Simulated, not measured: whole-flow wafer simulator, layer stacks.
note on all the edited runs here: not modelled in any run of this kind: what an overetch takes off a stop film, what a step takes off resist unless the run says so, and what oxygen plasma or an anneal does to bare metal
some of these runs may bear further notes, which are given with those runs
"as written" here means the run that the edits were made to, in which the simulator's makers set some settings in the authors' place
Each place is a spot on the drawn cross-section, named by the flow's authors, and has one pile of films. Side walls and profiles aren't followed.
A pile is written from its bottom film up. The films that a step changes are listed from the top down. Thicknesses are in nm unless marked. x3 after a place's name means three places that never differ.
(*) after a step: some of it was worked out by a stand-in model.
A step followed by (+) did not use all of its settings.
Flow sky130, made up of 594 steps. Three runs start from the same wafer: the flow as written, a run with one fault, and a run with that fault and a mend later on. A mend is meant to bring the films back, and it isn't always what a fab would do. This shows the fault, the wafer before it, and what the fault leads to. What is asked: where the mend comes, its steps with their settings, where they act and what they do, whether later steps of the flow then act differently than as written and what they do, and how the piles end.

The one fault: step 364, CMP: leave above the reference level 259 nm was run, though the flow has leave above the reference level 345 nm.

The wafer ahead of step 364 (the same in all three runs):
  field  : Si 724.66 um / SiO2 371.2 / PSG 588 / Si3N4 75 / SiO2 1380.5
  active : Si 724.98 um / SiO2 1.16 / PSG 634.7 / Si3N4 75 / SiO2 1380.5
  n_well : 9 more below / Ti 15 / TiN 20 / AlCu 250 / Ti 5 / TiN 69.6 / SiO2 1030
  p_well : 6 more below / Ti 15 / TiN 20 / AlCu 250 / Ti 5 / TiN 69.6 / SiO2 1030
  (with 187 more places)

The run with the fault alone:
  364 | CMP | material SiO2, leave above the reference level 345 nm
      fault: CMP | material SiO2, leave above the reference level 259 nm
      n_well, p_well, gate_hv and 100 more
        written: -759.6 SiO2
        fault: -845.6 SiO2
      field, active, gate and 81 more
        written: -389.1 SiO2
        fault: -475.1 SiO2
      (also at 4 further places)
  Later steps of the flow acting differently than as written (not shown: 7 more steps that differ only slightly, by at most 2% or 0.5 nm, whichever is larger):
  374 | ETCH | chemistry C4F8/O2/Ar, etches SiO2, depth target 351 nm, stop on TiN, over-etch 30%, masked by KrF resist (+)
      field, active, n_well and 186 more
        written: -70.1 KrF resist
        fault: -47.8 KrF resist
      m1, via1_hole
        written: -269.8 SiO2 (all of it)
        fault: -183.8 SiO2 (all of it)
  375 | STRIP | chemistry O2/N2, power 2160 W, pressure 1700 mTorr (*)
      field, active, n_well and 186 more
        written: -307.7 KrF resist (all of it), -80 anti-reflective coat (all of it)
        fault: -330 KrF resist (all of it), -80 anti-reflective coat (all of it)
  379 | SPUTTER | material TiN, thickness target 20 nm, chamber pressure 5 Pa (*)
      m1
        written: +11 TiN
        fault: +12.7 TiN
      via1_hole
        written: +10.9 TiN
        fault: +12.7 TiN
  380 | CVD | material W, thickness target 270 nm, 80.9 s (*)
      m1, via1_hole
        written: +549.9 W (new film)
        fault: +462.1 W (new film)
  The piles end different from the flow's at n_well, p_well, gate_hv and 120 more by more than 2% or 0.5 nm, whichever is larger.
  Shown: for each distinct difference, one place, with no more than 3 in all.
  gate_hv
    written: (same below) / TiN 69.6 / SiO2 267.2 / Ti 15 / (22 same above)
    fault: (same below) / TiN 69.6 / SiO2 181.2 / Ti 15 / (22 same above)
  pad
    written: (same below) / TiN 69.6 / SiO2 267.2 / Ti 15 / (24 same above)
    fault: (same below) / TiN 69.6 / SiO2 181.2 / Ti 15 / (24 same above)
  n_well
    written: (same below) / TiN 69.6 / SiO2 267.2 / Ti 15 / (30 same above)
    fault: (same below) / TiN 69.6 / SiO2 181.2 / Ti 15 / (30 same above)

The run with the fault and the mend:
  The mend stands after step 364.
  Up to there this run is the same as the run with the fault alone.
  364a | HDPCVD | thickness target 86 nm (*) (the flow's step 363 again, with other settings)
      field, active, n_well and 188 more
        +86 SiO2
  Every later step of the flow that is run acts as written, at every place that is followed, to within 2% or 0.5 nm, whichever is larger.
  At every place that both follow, the piles at the end match the flow's.
